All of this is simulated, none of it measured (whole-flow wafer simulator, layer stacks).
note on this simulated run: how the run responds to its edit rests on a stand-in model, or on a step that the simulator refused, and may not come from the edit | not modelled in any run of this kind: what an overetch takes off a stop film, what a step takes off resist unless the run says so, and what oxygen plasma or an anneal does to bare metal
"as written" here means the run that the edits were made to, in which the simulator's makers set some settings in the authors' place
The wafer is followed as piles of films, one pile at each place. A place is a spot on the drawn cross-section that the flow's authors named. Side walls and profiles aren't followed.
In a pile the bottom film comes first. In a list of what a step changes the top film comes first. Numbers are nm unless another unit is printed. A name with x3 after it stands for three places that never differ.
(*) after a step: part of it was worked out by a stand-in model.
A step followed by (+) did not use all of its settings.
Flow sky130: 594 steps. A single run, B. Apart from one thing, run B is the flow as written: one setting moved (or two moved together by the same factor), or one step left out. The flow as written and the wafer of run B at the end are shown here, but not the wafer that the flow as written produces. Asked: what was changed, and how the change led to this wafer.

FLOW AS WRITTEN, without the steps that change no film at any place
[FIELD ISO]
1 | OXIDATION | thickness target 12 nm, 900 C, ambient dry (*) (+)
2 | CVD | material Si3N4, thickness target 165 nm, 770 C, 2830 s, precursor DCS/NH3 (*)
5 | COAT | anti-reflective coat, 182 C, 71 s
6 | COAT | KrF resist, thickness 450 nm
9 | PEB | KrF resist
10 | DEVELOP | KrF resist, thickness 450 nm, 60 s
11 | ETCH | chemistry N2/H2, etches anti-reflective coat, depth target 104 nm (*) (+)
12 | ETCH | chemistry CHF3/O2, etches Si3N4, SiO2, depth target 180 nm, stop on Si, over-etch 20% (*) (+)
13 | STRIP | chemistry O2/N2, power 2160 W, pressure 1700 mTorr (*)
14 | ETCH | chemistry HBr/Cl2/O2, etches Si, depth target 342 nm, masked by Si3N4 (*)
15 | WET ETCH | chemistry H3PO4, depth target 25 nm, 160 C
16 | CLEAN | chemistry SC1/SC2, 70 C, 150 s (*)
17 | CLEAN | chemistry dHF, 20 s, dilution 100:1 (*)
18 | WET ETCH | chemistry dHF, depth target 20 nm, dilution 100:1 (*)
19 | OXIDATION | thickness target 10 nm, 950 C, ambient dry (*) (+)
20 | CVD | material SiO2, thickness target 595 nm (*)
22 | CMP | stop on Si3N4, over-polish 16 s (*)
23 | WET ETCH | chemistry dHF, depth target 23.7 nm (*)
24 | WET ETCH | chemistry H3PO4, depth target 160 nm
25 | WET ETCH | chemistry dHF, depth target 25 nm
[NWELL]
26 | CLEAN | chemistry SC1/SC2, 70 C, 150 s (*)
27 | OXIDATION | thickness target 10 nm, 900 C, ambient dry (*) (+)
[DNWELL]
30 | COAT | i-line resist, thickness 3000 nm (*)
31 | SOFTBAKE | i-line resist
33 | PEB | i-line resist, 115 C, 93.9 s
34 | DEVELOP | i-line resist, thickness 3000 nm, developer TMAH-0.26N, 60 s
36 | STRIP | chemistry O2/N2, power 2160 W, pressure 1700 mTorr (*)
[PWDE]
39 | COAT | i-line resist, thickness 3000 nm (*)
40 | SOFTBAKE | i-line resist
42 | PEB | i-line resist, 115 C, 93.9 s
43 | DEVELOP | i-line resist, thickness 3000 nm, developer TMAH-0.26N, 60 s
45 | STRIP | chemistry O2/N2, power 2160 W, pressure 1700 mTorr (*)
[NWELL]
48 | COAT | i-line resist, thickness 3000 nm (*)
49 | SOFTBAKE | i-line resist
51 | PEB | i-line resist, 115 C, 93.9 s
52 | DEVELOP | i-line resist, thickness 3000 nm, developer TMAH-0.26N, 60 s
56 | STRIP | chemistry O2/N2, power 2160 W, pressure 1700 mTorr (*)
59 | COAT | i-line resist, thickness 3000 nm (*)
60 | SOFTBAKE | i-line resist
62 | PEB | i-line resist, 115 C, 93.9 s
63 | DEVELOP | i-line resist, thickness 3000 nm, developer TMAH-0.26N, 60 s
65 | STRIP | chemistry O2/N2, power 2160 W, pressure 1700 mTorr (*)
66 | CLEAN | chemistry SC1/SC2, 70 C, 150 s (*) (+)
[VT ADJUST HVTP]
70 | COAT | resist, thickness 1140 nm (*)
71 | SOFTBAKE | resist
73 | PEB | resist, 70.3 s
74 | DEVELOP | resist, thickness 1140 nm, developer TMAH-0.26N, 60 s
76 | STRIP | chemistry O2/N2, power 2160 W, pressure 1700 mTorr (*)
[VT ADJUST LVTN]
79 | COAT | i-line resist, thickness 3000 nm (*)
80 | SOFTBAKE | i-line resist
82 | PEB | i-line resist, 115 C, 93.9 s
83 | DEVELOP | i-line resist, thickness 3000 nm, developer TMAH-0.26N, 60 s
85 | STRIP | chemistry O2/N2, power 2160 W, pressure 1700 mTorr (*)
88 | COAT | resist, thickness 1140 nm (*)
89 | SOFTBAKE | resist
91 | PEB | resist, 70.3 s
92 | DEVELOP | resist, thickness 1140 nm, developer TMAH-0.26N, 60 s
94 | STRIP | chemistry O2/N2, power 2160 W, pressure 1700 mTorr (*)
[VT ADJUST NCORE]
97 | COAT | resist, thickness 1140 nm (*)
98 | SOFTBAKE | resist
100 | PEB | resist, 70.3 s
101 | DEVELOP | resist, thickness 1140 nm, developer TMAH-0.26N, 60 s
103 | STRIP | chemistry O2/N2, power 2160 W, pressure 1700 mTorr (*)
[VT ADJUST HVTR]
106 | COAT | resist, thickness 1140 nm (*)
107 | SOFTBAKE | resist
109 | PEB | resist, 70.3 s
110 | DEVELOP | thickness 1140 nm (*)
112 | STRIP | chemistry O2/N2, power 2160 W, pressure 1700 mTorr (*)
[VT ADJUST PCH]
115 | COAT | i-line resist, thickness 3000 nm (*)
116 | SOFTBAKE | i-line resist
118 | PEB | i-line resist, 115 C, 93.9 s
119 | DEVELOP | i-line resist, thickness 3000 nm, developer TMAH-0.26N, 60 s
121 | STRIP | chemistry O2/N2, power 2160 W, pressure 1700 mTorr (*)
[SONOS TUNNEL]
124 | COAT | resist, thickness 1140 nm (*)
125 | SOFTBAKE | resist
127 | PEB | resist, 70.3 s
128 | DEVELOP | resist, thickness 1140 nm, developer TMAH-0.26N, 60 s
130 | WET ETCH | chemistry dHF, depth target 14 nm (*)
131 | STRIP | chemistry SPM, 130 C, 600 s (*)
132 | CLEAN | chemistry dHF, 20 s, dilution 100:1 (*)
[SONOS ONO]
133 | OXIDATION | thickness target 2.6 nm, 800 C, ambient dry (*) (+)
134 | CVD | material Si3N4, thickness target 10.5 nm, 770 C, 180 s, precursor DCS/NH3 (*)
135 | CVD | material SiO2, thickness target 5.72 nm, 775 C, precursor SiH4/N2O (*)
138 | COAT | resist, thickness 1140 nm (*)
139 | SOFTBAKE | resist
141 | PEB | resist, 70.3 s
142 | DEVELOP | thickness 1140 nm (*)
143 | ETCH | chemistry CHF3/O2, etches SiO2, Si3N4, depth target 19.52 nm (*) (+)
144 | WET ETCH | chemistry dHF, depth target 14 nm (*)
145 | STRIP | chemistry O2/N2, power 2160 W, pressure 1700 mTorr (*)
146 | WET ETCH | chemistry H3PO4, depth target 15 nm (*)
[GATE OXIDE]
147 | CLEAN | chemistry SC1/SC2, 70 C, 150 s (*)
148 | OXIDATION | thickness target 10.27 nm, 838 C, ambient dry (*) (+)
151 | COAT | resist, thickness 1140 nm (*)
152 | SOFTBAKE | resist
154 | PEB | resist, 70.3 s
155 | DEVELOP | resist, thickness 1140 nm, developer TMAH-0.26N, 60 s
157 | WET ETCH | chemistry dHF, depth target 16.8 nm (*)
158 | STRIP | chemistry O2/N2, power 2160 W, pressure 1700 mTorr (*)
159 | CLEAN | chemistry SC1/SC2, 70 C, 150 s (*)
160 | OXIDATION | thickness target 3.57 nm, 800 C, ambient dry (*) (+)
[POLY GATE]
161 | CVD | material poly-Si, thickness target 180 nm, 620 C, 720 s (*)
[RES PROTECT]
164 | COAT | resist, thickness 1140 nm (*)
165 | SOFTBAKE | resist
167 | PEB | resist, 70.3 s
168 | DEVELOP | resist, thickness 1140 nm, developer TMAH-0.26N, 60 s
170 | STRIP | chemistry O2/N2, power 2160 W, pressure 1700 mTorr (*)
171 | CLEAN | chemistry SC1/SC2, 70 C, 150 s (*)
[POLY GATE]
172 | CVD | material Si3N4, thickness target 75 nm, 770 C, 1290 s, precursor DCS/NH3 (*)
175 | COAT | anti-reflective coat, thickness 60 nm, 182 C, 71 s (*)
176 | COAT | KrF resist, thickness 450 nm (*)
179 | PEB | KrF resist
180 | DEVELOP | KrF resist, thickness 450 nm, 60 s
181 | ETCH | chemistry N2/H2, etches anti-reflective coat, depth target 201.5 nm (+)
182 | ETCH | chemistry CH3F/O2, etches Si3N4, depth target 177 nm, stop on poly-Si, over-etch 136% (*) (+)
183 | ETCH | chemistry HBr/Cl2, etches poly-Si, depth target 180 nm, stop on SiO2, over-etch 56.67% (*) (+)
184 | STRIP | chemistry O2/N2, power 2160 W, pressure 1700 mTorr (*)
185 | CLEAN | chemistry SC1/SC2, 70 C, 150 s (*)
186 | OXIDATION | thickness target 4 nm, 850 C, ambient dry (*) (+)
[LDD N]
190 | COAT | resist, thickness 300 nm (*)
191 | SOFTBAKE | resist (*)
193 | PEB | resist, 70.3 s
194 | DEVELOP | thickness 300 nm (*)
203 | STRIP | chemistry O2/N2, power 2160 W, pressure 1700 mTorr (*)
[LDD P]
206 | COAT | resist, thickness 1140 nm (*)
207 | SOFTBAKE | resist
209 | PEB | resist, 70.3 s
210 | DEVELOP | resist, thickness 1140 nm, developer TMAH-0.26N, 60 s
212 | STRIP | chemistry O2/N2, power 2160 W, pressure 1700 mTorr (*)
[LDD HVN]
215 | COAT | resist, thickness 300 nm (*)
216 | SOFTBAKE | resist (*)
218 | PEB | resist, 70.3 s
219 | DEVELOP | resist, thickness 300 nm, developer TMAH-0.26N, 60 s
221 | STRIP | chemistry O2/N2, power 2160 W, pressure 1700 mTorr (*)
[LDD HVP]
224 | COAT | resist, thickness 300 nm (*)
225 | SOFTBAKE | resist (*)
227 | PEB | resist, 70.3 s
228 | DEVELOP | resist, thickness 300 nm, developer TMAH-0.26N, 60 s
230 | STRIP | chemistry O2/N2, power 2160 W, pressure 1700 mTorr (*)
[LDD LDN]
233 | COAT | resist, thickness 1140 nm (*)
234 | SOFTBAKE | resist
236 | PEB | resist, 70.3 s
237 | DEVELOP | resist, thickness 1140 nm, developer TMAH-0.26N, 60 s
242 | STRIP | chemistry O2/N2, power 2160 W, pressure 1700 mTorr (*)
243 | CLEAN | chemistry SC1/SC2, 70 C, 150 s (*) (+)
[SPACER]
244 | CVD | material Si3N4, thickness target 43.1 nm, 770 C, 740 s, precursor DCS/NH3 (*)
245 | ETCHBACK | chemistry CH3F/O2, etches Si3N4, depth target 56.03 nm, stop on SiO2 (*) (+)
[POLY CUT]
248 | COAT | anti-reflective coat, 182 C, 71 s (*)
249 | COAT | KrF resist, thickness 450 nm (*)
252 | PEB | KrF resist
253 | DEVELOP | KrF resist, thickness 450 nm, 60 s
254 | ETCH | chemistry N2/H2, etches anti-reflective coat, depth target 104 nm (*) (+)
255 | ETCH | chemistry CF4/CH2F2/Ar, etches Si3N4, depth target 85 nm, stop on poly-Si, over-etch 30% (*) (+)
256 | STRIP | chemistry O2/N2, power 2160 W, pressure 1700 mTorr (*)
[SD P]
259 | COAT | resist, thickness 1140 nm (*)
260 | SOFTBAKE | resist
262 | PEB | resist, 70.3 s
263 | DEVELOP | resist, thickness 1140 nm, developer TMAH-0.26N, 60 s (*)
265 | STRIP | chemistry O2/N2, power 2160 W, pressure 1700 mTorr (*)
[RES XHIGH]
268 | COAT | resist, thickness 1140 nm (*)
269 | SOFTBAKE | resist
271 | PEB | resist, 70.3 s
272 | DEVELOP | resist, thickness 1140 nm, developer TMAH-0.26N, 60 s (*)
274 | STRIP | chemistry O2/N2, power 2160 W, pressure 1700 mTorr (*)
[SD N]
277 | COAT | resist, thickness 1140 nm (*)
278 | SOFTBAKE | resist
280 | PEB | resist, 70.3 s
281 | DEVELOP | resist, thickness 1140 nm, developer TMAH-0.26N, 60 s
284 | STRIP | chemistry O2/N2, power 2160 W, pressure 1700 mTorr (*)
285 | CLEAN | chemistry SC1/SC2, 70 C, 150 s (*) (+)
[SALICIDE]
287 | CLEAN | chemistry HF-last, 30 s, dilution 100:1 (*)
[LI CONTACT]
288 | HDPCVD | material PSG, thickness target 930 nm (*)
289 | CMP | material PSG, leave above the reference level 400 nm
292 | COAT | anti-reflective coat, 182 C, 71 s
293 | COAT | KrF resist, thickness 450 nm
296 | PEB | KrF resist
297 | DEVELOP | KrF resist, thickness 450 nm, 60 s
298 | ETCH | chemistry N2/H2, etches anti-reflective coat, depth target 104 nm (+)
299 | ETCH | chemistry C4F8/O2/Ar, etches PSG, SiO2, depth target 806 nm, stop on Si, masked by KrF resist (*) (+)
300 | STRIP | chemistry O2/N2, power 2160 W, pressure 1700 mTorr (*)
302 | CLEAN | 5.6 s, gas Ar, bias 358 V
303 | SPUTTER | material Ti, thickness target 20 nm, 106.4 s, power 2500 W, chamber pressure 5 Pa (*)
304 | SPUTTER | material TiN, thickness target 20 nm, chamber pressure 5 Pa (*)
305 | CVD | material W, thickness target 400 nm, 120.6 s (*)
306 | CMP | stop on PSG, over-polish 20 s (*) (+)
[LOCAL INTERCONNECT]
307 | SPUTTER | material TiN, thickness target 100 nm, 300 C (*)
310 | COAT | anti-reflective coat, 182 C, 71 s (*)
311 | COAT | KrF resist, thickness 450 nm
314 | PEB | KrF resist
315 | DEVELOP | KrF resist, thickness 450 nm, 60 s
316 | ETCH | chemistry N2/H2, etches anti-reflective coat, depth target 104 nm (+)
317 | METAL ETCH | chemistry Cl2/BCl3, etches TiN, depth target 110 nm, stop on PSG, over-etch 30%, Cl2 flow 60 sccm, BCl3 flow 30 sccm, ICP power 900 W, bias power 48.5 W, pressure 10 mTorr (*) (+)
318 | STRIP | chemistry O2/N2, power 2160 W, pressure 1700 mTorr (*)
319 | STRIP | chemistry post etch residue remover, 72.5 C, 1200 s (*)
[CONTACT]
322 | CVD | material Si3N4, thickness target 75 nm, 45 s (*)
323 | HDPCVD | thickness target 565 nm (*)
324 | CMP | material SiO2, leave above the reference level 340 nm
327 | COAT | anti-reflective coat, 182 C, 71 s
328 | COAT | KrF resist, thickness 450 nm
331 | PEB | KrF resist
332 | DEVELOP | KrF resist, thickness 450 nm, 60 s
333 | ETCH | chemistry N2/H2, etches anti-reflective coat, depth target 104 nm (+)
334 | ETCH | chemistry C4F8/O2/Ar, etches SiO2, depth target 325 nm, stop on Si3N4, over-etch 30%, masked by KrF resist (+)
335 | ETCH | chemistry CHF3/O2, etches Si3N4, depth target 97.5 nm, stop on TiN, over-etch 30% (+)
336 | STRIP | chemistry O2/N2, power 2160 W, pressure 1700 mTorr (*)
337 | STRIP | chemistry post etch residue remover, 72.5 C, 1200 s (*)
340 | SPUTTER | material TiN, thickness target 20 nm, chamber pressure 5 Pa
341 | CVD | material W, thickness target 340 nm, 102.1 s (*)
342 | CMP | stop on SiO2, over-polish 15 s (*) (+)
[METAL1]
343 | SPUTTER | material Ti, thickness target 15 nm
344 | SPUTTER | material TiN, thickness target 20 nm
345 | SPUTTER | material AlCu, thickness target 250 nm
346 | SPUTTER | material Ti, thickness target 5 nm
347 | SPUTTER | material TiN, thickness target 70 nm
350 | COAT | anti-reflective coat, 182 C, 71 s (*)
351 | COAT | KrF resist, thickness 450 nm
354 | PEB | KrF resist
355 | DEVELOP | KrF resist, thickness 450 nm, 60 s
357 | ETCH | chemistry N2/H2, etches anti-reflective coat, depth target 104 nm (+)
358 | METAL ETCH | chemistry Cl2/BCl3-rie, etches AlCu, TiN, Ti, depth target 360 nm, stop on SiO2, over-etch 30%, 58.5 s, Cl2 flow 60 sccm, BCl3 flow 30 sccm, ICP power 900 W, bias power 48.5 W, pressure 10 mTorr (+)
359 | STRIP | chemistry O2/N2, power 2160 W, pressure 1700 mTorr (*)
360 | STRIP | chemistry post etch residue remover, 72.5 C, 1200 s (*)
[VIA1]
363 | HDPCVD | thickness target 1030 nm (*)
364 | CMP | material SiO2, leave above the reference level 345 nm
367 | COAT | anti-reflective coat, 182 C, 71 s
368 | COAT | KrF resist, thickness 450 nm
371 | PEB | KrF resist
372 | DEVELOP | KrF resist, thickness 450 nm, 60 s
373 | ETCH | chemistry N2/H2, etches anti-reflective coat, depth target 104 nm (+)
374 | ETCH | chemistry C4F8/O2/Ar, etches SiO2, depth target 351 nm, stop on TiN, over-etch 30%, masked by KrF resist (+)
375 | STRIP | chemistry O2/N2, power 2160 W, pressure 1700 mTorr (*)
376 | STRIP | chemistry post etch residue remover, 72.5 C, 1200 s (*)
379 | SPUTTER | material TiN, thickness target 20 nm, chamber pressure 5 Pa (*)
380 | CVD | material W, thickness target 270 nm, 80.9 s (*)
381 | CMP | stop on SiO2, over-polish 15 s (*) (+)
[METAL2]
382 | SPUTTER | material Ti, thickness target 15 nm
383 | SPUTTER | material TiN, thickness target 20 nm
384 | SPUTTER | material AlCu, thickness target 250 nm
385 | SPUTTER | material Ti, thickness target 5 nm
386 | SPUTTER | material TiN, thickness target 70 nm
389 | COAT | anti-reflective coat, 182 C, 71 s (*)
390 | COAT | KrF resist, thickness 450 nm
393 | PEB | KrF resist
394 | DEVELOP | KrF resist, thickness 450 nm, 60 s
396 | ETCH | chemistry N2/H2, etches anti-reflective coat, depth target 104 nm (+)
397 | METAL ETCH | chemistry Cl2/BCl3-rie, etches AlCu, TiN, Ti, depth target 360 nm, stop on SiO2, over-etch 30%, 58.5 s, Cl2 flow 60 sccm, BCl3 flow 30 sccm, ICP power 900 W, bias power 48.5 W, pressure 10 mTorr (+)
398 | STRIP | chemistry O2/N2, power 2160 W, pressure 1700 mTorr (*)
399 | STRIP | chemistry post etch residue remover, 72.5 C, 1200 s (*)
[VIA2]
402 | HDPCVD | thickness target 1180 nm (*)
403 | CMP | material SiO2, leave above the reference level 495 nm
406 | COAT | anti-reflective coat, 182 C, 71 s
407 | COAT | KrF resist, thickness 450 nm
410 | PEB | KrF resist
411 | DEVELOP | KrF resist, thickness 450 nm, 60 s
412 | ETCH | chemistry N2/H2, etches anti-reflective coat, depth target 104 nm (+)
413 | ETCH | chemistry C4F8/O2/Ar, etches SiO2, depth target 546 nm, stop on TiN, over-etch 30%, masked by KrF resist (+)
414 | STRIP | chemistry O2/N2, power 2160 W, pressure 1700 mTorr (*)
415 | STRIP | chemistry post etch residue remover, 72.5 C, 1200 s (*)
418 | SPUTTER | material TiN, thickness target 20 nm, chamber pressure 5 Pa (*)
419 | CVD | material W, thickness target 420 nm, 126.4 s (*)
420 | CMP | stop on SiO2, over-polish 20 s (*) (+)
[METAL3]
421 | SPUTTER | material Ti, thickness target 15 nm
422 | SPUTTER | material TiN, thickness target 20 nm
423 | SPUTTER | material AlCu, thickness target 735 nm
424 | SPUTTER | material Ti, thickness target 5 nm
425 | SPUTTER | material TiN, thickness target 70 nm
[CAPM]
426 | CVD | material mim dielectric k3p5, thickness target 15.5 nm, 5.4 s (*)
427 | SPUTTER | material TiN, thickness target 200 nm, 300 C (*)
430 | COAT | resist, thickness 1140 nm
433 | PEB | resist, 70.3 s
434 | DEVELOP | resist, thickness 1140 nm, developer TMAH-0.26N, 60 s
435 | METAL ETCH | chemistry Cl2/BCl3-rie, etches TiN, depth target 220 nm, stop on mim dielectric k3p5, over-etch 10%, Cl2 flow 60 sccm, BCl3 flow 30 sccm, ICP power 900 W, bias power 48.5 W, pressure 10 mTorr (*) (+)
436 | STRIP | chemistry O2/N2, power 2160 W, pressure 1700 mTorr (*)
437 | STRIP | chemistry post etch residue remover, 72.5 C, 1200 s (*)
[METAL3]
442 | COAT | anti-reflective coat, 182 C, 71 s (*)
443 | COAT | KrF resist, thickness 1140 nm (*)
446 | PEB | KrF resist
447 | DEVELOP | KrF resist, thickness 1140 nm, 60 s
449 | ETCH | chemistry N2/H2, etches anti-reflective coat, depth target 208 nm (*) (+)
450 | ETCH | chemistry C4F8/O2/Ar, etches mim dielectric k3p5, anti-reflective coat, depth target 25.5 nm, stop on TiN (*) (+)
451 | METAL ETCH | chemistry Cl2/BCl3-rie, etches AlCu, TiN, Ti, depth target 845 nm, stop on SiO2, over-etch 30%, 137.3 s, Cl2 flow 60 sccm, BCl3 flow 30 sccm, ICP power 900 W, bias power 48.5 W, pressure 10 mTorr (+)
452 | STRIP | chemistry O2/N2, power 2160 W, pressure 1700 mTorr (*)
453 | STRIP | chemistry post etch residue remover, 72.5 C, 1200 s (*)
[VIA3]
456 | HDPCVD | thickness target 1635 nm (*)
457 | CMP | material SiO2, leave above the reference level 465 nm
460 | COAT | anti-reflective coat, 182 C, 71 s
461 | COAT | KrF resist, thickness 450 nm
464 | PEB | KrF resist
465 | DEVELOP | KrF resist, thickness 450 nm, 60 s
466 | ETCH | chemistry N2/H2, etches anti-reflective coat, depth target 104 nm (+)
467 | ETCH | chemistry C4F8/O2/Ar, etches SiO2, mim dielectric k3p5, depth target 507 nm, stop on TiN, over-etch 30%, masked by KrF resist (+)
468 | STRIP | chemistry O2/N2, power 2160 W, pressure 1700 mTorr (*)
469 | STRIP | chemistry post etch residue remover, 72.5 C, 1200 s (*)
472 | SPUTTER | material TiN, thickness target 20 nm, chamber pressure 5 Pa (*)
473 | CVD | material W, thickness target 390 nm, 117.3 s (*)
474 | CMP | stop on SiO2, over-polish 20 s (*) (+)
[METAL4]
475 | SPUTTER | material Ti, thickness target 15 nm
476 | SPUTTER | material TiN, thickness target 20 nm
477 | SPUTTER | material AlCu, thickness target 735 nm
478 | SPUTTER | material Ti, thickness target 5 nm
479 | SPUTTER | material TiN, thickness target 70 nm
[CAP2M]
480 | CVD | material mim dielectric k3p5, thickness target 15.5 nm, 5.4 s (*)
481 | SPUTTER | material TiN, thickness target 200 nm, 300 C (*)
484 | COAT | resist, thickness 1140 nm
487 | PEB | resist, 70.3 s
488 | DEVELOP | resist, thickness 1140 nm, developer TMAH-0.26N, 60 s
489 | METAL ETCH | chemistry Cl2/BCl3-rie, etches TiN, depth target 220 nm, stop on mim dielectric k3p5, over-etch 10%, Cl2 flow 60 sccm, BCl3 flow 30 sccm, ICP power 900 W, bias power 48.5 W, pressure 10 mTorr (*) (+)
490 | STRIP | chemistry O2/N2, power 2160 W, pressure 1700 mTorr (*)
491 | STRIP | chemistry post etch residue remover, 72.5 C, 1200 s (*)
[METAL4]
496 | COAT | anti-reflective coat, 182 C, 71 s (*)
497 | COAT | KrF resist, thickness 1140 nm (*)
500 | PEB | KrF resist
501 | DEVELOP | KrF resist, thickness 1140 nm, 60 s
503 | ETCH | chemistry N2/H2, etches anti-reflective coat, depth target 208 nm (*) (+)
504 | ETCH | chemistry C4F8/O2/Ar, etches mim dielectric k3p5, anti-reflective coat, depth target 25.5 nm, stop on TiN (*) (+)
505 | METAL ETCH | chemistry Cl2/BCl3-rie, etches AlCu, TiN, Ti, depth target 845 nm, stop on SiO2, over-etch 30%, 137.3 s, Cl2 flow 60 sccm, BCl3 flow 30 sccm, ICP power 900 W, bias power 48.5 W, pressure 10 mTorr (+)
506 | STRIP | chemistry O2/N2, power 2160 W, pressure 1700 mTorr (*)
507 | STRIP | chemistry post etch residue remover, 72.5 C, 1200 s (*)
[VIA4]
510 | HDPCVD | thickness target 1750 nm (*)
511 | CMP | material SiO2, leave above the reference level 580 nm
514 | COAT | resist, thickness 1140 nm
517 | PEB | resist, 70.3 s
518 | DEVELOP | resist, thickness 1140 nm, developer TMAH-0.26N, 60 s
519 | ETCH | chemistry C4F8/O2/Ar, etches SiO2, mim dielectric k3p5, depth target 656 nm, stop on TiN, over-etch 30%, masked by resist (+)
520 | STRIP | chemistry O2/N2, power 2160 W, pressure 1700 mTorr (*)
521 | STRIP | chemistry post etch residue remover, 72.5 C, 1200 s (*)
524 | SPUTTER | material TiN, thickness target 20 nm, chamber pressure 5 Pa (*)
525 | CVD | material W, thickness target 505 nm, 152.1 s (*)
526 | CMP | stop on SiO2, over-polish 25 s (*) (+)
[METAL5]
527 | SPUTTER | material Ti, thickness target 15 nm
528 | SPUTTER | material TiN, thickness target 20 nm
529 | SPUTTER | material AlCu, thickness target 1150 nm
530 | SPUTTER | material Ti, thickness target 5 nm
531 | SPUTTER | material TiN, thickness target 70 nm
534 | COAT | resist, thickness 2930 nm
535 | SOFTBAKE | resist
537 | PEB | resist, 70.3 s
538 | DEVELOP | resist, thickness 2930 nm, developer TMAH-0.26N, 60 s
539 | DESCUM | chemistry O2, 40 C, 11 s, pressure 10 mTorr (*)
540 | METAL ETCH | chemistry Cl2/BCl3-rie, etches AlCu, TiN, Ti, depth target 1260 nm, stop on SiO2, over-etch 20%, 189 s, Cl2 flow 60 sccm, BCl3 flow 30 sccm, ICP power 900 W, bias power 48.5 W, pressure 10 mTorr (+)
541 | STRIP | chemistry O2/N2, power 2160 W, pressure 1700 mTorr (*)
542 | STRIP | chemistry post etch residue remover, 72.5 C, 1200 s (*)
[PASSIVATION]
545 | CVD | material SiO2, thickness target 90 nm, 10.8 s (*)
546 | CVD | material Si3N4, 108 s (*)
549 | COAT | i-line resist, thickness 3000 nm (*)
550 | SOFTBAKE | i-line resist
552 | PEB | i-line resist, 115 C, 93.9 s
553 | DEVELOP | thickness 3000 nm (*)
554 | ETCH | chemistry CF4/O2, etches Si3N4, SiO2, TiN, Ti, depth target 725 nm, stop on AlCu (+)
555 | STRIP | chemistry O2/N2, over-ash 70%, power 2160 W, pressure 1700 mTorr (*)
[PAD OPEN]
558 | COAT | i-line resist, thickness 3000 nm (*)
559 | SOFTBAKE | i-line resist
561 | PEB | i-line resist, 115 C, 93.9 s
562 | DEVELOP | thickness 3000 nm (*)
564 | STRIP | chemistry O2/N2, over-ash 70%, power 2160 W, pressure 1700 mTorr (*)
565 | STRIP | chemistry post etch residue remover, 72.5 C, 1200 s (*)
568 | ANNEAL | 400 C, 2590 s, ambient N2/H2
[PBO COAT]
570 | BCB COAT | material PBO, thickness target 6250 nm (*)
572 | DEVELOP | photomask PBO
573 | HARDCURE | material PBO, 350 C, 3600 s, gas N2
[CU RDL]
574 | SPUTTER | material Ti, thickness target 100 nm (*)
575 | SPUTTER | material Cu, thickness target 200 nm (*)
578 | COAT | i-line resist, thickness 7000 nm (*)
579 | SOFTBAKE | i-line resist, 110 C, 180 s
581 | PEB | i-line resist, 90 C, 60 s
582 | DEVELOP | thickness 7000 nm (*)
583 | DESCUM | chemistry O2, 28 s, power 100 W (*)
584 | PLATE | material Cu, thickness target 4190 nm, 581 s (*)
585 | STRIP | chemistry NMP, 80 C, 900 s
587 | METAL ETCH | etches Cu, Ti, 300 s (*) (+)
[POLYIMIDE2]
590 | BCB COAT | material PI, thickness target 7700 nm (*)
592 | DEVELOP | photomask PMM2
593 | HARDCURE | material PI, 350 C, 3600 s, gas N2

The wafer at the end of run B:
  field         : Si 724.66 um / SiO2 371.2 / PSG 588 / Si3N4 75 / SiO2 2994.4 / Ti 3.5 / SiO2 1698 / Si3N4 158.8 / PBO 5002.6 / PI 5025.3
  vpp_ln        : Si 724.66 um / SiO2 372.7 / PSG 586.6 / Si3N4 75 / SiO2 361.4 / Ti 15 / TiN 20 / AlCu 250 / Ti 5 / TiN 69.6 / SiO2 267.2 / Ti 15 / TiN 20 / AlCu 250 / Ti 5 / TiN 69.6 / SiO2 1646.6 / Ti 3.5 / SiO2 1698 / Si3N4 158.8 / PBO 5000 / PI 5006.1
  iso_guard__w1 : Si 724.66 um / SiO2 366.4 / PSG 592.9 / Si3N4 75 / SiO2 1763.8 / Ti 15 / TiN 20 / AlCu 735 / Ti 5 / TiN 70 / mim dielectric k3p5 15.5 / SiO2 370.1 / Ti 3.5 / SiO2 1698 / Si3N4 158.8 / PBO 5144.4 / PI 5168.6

Cause: step 477, SPUTTER: thickness target 992 nm was run, whereas the flow has thickness target 735 nm.

The path from the change to this, step by step:
  477 | SPUTTER | material AlCu, thickness target 735 nm
      field, active, n_well and 189 more: +992 AlCu (new film) (in the flow as written it would be: +735 AlCu (new film))
  505 | METAL ETCH | chemistry Cl2/BCl3-rie, etches AlCu, TiN, Ti, depth target 845 nm, stop on SiO2, over-etch 30%, 137.3 s, Cl2 flow 60 sccm, BCl3 flow 30 sccm, ICP power 900 W, bias power 48.5 W, pressure 10 mTorr (+)
      field, gate, spacer and 68 more: -70 TiN (all of it), -5 Ti (all of it), -992 AlCu (all of it), -20 TiN (all of it), -11.5 Ti (in the flow as written it would be: -70 TiN (all of it), -5 Ti (all of it), -735 AlCu (all of it), -20 TiN (all of it), -15 Ti (all of it), -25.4 SiO2)
      active, vpp_iso1, mim_edge_plate and 14 more: -70 TiN (all of it), -5 Ti (all of it), -992 AlCu (all of it), -20 TiN (all of it), -11.5 Ti (in the flow as written it would be: -70 TiN (all of it), -5 Ti (all of it), -735 AlCu (all of it), -20 TiN (all of it), -15 Ti (all of it), -25.3 SiO2)
  510 | HDPCVD | thickness target 1750 nm (*)
      field, active, gate and 85 more: +1750 SiO2 (new film) (in the flow as written it would be: +1750 SiO2)
  511 | CMP | material SiO2, leave above the reference level 580 nm
      field, active, gate and 77 more: -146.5 SiO2 (in the flow as written it would be: -374.7 SiO2)
      iso_guard__w1, mim_edge_gap, vpp_l1ln, vpp_m3ln, rpm_encl, via2_enc, rpm_encl_psd, iso_guard_nsd_tip: -146.5 SiO2 (in the flow as written it would be: -374.6 SiO2)
Taking metal films that touch as one body, field has 1 body; the flow as written gives 0 bodies.
Taking metal films that touch as one body, vpp_ln has 3 bodies (between them, from the top down: SiO2 1646.6; SiO2 267.2); the flow as written gives 2 bodies (between them, from the top down: SiO2 267.2).
Taking metal films that touch as one body, iso_guard__w1 has 2 bodies (between them, from the top down: SiO2 370.1 / mim dielectric k3p5 15.5); the flow as written gives 1 body.
